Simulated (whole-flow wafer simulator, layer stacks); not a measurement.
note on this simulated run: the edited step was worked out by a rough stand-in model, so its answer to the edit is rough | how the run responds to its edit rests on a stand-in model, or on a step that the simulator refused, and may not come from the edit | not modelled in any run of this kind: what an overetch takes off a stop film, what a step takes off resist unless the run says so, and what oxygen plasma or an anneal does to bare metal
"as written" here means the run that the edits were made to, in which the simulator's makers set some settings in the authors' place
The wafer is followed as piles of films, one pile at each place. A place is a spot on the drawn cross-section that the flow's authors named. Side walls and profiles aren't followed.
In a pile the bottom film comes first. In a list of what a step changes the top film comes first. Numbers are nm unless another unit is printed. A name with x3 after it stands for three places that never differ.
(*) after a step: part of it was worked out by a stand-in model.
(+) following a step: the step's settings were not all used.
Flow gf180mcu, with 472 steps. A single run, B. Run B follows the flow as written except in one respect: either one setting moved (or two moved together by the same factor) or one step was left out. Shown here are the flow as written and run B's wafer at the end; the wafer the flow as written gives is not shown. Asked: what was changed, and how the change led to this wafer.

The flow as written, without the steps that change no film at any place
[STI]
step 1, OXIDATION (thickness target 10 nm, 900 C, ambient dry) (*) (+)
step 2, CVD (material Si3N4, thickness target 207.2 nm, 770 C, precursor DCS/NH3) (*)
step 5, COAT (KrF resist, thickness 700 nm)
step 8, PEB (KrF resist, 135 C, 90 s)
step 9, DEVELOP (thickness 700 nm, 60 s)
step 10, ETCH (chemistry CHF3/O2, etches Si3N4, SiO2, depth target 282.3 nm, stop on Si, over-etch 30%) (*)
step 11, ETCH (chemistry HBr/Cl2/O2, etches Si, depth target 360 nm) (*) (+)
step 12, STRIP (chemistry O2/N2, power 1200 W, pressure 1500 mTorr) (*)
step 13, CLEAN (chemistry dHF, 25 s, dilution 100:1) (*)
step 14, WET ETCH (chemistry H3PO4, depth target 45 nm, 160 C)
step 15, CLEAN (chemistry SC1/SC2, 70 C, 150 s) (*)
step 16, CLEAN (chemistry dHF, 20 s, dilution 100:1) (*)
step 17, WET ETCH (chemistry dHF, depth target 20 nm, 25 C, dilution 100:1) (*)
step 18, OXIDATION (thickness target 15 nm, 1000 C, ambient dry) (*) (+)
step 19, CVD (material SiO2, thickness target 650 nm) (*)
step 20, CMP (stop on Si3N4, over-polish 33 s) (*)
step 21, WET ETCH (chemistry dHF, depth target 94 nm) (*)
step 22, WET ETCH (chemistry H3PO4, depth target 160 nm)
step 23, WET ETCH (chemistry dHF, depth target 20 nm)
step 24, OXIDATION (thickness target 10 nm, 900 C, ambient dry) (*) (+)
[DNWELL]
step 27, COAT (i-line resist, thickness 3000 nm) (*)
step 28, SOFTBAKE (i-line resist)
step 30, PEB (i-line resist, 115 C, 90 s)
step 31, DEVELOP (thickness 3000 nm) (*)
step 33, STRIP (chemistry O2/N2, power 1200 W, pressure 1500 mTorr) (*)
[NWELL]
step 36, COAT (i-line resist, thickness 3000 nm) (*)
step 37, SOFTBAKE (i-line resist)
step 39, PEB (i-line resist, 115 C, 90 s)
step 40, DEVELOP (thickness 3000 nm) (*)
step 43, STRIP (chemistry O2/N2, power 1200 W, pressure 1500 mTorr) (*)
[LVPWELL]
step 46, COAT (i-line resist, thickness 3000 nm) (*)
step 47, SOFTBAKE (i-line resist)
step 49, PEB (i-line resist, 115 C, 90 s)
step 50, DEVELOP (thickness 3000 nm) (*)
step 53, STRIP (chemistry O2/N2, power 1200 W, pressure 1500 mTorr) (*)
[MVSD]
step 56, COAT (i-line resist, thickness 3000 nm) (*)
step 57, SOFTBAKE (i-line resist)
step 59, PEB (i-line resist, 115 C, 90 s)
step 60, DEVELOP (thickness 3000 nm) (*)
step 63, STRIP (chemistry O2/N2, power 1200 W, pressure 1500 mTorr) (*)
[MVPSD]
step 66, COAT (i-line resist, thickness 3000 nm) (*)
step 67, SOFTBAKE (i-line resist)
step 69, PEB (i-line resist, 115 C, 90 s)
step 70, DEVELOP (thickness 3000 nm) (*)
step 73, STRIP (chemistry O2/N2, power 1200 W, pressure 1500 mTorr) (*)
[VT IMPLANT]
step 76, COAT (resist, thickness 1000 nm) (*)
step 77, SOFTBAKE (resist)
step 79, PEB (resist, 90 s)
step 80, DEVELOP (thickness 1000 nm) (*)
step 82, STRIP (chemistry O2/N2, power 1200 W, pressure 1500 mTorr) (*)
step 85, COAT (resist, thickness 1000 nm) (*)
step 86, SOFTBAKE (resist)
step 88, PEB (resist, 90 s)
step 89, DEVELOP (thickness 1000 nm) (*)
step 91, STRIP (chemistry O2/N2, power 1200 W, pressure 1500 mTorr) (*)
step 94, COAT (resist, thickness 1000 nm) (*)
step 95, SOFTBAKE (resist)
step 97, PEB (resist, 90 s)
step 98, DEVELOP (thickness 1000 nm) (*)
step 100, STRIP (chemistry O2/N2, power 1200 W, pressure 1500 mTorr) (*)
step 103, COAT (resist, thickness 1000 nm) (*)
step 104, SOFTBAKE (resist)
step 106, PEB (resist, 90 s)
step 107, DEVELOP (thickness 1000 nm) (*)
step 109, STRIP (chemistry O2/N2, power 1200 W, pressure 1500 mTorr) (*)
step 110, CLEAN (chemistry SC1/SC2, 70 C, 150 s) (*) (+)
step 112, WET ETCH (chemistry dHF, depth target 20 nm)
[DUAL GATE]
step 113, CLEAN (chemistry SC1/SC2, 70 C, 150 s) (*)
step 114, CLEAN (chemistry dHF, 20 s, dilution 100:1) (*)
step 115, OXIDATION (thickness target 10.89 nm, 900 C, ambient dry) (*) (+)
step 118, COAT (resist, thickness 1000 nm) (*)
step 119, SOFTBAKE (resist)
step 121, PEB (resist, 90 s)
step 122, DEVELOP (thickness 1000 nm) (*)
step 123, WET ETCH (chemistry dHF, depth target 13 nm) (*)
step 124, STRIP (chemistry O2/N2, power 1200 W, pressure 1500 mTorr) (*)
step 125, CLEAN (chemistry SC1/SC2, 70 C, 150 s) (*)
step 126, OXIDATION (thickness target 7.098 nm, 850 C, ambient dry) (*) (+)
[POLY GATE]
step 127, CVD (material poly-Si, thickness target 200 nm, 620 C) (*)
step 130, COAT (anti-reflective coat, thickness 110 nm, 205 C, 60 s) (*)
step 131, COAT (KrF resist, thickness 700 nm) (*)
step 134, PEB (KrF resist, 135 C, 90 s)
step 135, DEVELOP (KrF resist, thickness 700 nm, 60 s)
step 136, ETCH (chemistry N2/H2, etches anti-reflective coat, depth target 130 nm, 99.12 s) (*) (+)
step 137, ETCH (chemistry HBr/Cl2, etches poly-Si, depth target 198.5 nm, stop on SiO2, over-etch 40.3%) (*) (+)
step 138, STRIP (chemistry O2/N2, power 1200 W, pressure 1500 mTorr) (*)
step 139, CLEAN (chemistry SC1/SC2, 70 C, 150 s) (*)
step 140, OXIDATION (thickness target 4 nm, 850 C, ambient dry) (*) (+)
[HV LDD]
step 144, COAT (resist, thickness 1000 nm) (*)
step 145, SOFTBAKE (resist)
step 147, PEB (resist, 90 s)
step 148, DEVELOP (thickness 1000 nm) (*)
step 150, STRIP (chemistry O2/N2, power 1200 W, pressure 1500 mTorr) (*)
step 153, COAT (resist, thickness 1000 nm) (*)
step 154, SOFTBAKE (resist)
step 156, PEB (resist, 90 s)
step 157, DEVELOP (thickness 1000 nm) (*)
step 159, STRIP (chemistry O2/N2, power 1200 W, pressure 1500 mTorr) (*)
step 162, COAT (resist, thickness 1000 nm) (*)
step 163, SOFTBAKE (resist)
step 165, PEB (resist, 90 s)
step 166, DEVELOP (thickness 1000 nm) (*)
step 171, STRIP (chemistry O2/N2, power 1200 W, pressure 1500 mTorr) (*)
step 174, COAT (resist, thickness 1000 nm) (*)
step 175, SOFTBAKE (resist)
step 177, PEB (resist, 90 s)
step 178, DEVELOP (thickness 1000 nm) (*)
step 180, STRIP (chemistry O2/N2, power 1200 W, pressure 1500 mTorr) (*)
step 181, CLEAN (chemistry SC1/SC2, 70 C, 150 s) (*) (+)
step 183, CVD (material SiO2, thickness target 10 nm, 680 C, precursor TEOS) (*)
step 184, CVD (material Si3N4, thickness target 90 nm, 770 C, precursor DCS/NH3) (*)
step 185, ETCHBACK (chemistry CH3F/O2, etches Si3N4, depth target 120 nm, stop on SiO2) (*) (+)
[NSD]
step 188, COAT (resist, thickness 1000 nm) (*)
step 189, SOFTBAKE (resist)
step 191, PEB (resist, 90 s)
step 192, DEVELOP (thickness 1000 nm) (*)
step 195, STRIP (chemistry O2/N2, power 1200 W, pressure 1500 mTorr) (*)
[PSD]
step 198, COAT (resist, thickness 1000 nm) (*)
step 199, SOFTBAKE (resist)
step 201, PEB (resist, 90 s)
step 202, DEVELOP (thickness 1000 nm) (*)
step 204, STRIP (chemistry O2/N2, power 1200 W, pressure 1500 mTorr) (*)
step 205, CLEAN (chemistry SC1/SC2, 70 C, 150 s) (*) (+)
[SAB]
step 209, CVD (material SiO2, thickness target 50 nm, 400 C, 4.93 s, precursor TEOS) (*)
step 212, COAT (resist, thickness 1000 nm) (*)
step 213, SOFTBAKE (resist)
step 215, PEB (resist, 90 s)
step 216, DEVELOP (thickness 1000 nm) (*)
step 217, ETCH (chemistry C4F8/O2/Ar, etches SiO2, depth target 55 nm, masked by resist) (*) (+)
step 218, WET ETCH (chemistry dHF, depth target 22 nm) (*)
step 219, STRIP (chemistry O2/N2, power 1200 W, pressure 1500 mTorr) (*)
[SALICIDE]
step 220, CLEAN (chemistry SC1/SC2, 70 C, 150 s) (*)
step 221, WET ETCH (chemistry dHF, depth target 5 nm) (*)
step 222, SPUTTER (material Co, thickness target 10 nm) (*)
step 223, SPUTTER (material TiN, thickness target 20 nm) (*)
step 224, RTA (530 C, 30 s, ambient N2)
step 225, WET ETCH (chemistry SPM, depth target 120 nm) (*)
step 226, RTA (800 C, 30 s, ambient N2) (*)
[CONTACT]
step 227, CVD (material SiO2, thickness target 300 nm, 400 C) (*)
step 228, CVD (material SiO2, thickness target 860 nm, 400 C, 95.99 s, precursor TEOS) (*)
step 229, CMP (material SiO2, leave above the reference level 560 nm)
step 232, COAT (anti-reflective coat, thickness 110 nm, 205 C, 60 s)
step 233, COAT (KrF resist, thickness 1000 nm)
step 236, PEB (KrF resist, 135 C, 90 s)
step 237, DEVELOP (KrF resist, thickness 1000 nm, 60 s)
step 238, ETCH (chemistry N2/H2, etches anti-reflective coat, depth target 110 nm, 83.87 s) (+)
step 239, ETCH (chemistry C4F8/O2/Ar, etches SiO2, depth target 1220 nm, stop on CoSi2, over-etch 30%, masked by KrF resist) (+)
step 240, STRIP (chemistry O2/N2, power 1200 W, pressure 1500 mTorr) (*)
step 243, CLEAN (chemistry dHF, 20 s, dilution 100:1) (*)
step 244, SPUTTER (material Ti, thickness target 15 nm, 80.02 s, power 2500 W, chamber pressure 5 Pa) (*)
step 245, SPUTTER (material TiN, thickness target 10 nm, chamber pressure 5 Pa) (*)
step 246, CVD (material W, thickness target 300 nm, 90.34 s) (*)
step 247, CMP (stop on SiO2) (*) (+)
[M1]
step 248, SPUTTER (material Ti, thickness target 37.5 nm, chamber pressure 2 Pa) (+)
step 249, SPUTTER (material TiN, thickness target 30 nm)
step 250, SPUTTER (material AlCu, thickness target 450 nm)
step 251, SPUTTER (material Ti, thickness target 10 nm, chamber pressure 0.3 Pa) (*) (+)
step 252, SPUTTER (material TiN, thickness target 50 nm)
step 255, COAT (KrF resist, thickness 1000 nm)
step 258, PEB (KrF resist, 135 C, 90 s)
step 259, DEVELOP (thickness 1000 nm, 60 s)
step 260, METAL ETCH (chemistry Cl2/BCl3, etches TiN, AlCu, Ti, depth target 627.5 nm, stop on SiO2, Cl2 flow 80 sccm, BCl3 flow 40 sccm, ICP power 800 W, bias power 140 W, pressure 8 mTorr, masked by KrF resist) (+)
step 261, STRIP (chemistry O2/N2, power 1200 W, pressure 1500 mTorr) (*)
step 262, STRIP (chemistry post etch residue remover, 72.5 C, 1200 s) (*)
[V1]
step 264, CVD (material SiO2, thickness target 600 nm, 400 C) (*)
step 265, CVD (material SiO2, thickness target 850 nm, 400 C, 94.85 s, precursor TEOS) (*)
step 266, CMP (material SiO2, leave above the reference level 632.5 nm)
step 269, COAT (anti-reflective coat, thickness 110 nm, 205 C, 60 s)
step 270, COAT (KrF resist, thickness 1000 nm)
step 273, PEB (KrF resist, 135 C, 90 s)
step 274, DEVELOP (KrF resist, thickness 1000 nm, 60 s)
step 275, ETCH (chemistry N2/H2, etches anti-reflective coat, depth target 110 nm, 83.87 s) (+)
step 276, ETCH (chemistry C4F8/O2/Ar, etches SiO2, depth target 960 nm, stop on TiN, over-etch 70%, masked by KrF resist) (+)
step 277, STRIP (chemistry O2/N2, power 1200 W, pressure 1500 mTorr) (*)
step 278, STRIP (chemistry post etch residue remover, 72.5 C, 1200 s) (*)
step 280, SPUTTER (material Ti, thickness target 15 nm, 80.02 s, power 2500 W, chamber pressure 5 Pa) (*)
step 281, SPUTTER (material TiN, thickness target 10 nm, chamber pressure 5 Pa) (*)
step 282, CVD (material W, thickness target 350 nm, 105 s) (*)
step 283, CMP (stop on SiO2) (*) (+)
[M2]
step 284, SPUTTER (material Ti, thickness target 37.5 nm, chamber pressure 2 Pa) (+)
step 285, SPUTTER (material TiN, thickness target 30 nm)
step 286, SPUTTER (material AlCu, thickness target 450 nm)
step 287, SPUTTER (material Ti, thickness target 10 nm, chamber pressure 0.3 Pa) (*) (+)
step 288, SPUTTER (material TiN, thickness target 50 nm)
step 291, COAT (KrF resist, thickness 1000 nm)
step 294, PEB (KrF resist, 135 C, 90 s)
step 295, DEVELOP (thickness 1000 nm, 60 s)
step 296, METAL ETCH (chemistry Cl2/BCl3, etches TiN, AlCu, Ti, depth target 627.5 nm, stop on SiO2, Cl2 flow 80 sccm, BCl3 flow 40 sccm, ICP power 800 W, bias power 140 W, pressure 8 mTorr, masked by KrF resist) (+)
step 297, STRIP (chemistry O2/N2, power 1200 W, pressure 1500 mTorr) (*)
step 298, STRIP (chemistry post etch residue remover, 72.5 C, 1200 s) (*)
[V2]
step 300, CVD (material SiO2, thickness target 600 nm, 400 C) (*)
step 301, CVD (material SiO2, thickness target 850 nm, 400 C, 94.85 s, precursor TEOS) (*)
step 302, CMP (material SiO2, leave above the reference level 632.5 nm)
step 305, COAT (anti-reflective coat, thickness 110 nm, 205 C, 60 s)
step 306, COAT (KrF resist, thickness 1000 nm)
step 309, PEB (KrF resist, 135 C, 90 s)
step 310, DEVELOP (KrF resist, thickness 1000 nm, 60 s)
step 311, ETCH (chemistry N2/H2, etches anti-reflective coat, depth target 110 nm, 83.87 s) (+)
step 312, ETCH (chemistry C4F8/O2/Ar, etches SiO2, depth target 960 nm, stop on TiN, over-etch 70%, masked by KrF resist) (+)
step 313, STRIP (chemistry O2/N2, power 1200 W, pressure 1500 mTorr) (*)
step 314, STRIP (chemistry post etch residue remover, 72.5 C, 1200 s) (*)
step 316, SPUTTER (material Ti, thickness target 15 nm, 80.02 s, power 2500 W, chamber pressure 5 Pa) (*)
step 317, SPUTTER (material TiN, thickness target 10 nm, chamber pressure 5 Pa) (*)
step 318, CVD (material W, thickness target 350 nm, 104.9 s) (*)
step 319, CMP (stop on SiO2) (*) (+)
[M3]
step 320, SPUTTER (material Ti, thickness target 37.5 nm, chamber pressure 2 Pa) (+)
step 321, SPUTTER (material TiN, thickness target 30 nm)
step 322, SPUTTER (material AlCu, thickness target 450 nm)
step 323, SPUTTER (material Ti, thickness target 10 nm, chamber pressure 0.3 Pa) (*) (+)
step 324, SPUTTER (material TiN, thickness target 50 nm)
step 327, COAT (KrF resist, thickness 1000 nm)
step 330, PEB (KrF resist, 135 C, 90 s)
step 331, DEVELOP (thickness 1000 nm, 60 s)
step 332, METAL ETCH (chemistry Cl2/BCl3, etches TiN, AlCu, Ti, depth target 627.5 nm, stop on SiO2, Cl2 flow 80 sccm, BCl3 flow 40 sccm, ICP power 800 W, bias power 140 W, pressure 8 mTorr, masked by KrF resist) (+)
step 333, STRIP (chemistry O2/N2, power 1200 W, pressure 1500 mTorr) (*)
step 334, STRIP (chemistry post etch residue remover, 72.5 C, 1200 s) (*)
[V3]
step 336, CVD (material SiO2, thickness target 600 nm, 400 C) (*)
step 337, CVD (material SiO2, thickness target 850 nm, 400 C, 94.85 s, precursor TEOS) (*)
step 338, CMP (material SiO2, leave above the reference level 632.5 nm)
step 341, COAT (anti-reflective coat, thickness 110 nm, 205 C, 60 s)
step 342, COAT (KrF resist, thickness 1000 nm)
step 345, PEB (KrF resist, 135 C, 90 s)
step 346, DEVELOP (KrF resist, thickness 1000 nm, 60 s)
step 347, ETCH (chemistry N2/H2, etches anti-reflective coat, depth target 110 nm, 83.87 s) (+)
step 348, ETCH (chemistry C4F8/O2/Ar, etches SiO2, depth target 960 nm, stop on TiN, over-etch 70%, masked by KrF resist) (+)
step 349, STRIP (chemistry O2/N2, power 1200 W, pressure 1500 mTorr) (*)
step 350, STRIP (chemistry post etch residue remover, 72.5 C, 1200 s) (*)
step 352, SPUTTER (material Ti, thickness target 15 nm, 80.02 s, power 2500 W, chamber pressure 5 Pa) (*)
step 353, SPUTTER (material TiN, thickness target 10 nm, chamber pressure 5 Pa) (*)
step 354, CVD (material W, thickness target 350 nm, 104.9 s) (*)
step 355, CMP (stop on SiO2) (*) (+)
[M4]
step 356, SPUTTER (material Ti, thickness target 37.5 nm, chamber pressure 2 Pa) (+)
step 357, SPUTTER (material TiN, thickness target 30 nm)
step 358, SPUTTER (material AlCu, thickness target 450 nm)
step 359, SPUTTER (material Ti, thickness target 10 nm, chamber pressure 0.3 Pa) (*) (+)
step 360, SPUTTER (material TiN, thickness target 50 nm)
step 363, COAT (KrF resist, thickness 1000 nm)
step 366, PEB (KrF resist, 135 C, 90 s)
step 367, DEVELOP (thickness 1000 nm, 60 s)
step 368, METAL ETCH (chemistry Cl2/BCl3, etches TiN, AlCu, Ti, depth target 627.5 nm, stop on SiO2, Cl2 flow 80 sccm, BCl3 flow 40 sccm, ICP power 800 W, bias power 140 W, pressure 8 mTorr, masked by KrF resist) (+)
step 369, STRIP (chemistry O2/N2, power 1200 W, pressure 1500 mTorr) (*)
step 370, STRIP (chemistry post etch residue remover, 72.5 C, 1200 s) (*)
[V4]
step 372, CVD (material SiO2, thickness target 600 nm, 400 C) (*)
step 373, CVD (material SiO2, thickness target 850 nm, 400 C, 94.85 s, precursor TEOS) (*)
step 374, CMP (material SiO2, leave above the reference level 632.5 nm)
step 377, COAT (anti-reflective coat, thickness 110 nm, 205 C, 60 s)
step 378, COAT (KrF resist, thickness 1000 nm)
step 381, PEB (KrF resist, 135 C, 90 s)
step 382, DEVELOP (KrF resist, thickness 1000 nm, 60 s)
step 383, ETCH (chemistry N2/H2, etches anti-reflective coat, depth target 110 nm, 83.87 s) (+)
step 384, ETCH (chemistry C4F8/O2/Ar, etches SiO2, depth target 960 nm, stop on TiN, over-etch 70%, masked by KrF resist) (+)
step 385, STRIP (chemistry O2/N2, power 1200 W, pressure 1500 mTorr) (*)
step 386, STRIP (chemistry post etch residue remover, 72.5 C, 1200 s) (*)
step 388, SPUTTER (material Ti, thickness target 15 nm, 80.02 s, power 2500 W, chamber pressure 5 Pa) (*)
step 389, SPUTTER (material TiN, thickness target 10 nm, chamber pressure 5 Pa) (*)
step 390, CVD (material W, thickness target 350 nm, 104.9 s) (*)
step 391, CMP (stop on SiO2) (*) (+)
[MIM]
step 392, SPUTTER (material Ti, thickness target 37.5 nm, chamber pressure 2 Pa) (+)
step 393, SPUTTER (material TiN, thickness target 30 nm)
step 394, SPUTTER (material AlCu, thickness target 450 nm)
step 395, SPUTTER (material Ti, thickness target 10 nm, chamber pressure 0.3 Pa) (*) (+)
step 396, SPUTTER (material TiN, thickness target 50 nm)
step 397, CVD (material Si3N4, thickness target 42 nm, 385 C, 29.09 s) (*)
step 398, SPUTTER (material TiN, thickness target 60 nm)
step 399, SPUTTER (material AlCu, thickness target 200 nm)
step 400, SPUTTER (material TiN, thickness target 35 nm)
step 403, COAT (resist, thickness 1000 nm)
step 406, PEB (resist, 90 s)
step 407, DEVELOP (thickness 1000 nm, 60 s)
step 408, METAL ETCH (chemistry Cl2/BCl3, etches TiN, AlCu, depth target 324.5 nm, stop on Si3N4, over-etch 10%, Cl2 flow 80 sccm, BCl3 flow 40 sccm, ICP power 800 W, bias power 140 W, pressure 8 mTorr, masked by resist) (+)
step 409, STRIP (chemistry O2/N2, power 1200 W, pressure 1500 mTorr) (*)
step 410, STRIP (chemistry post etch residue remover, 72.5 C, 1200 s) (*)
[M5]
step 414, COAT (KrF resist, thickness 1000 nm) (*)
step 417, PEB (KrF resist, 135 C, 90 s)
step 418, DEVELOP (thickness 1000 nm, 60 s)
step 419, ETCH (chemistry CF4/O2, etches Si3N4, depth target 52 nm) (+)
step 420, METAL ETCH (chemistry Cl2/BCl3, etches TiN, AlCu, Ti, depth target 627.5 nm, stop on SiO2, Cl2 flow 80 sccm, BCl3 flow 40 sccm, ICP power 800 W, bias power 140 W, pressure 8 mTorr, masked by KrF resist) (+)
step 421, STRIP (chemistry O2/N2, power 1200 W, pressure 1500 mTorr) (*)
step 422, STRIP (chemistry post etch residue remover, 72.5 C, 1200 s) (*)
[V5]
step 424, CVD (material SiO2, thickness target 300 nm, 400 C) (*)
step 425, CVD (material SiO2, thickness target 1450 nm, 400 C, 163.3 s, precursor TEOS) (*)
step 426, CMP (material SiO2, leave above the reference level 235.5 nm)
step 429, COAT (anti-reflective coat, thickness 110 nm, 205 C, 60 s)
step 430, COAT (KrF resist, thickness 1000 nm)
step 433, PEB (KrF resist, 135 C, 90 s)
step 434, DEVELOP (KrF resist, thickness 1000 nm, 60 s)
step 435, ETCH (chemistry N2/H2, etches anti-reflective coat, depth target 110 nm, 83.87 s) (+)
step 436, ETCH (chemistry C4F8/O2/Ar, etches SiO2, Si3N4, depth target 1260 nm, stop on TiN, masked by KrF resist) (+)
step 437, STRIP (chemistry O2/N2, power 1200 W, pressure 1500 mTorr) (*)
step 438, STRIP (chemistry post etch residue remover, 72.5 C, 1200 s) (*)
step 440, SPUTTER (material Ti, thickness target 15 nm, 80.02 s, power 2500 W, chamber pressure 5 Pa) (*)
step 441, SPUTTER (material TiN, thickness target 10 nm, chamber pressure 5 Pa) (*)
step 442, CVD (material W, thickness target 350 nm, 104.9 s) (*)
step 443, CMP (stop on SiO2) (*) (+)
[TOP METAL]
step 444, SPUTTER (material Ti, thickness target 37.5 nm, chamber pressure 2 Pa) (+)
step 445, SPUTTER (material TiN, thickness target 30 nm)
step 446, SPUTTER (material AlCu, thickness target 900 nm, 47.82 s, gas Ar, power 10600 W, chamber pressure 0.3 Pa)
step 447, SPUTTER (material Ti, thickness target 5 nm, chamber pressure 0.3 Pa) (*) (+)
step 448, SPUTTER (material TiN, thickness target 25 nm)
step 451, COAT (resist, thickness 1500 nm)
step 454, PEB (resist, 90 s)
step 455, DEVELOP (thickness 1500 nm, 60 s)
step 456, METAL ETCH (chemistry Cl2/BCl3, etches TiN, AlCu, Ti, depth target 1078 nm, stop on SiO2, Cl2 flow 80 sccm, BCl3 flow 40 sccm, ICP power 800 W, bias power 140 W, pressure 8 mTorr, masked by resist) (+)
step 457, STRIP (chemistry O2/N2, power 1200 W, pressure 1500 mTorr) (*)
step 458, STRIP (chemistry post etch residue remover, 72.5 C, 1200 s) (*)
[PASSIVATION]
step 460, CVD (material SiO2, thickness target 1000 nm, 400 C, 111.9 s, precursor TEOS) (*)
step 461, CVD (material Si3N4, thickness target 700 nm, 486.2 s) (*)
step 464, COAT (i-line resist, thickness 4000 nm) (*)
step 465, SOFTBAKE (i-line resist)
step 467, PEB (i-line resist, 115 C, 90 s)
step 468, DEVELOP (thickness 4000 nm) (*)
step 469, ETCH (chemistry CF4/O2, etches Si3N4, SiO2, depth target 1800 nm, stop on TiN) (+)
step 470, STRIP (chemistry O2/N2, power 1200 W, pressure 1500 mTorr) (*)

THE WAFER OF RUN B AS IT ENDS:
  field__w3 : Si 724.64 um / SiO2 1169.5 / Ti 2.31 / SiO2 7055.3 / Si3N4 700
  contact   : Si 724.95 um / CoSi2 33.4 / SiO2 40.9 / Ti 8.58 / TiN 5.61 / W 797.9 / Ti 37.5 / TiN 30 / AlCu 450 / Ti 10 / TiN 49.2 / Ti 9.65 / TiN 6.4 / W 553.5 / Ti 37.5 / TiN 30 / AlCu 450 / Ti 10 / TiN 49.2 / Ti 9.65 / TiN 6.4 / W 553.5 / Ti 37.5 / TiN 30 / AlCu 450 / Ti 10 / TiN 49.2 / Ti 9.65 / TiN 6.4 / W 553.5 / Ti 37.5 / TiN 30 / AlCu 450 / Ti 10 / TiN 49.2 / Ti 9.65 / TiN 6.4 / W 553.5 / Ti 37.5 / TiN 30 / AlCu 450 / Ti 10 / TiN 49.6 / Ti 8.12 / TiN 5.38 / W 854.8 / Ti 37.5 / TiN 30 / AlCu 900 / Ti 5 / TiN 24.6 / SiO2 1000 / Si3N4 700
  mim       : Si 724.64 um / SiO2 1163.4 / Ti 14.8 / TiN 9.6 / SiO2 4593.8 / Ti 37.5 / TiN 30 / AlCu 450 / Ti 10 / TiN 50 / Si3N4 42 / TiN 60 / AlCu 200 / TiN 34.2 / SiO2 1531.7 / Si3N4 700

What caused this: step 228, CVD: thickness target 576 nm was run, whereas the flow has thickness target 860 nm; step 239, ETCH: depth target 817 nm was run, where the flow has depth target 1220 nm.

Step by step, how the change led to this:
  step 228, CVD (material SiO2, thickness target 860 nm, 400 C, 95.99 s, precursor TEOS) (*)
      field, field__w7, field__w8 and 70 more: +576 SiO2 (it would be, as written: +860 SiO2)
      field_sub, field_sub__w2: +560.5 SiO2 (it would be, as written: +835.4 SiO2)
      (as well as at 36 more places)
  step 229, CMP (material SiO2, leave above the reference level 560 nm)
      field_sub, field_sub__w2: nothing (it would be, as written: -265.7 SiO2)
      ld_drift_p, ld_drn_p: nothing (it would be, as written: -425.8 SiO2)
      (as well as at 107 more places)
  step 232, COAT (anti-reflective coat, thickness 110 nm, 205 C, 60 s)
      field_sub__w3, pplus_u: +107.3 anti-reflective coat (new film) (it would be, as written: +110 anti-reflective coat (new film))
      field__w2: +120.3 anti-reflective coat (new film) (it would be, as written: +110 anti-reflective coat (new film))
      (as well as at 23 more places)
  step 239, ETCH (chemistry C4F8/O2/Ar, etches SiO2, depth target 1220 nm, stop on CoSi2, over-etch 30%, masked by KrF resist) (+)
      contact: -817 SiO2 (it would be, as written: -859.2 SiO2 (all of it))
      field, field__w1, field__w2 and 105 more: -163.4 KrF resist (it would be, as written: -223.4 KrF resist)
  step 240, STRIP (chemistry O2/N2, power 1200 W, pressure 1500 mTorr) (*)
      iso_nw_fld, iso_ptap_sub, iso_fld_sub and 29 more: -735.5 KrF resist (all of it), -110 anti-reflective coat (all of it) (it would be, as written: -675.6 KrF resist (all of it), -110 anti-reflective coat (all of it))
      p_well, sti, spacer, sd_n, mim_1p0, pad, dice_street: -734.6 KrF resist (all of it), -109.5 anti-reflective coat (all of it) (it would be, as written: -675.6 KrF resist (all of it), -110 anti-reflective coat (all of it))
      (as well as at 69 more places)
  step 243, CLEAN (chemistry dHF, 20 s, dilution 100:1) (*)
      contact: -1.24 SiO2 (it would be, as written: -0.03 CoSi2)
  step 244, SPUTTER (material Ti, thickness target 15 nm, 80.02 s, power 2500 W, chamber pressure 5 Pa) (*)
      field__w2: +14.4 Ti (new film) (it would be, as written: +15 Ti (new film))
      field__w3: +14.3 Ti (new film) (it would be, as written: +15 Ti (new film))
  step 246, CVD (material W, thickness target 300 nm, 90.34 s) (*)
      contact: +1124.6 W (new film) (it would be, as written: +1167.5 W (new film))
  step 247, CMP (stop on SiO2) (*) (+)
      field__w2: -300 W (all of it), -9.6 TiN (all of it), -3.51 Ti (it would be, as written: -300 W (all of it), -10 TiN (all of it), -15 Ti (all of it), -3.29 SiO2)
      field__w3: -296.4 W (it would be, as written: -300 W (all of it), -10 TiN (all of it), -15 Ti (all of it), -3.29 SiO2)
      (as well as at 12 more places)
  step 248, SPUTTER (material Ti, thickness target 37.5 nm, chamber pressure 2 Pa) (+)
      field__w2, field_sub, field_sub__w2, ld_sd_n, nw_enc_fld_lv, nw_enc_fld_lv__w3: +37.5 Ti (it would be, as written: +37.5 Ti (new film))
  step 260, METAL ETCH (chemistry Cl2/BCl3, etches TiN, AlCu, Ti, depth target 627.5 nm, stop on SiO2, Cl2 flow 80 sccm, BCl3 flow 40 sccm, ICP power 800 W, bias power 140 W, pressure 8 mTorr, masked by KrF resist) (+)
      mim, ld_drift_p, ld_drn_p: -50 TiN (all of it), -10 Ti (all of it), -450 AlCu (all of it), -30 TiN (all of it), -37.5 Ti (all of it), -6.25 W (it would be, as written: -50 TiN (all of it), -10 Ti (all of it), -450 AlCu (all of it), -30 TiN (all of it), -37.5 Ti (all of it))
      field__w3: -50 TiN (all of it), -10 Ti (all of it), -450 AlCu (all of it), -30 TiN (all of it), -37.5 Ti (all of it), -3.57 W (all of it), -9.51 TiN (all of it), -12 Ti (it would be, as written: -50 TiN (all of it), -10 Ti (all of it), -450 AlCu (all of it), -30 TiN (all of it), -37.5 Ti (all of it))
      (as well as at 7 more places)
  step 262, STRIP (chemistry post etch residue remover, 72.5 C, 1200 s) (*)
      mim: -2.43 W (all of it), -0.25 TiN (it would be, as written: nothing)
      ld_drift_p: -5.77 W (all of it), -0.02 TiN (it would be, as written: nothing)
      (as well as at 1 more place)
  step 264, CVD (material SiO2, thickness target 600 nm, 400 C) (*)
      mim, ld_drift_p, ld_drn_p: +600 SiO2 (new film) (it would be, as written: +600 SiO2)
      field__w3: +608.5 SiO2 (new film) (it would be, as written: +600 SiO2)
  step 266, CMP (material SiO2, leave above the reference level 632.5 nm)
      field__w3, field__w12: -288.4 SiO2 (it would be, as written: -300 SiO2)
      field__w2: -289.1 SiO2 (it would be, as written: -300 SiO2)
      (as well as at 4 more places)
If metal films that touch count as one body, field__w3 has 1 body; the flow as written gives 0 bodies.
If metal films that touch count as one body, contact has 2 bodies (between them, from the top down: SiO2 40.9); the flow as written gives 1 body.
If metal films that touch count as one body, mim has 3 bodies (between them, from the top down: Si3N4 42; SiO2 4593.8); the flow as written gives 2 bodies (between them, from the top down: Si3N4 42).
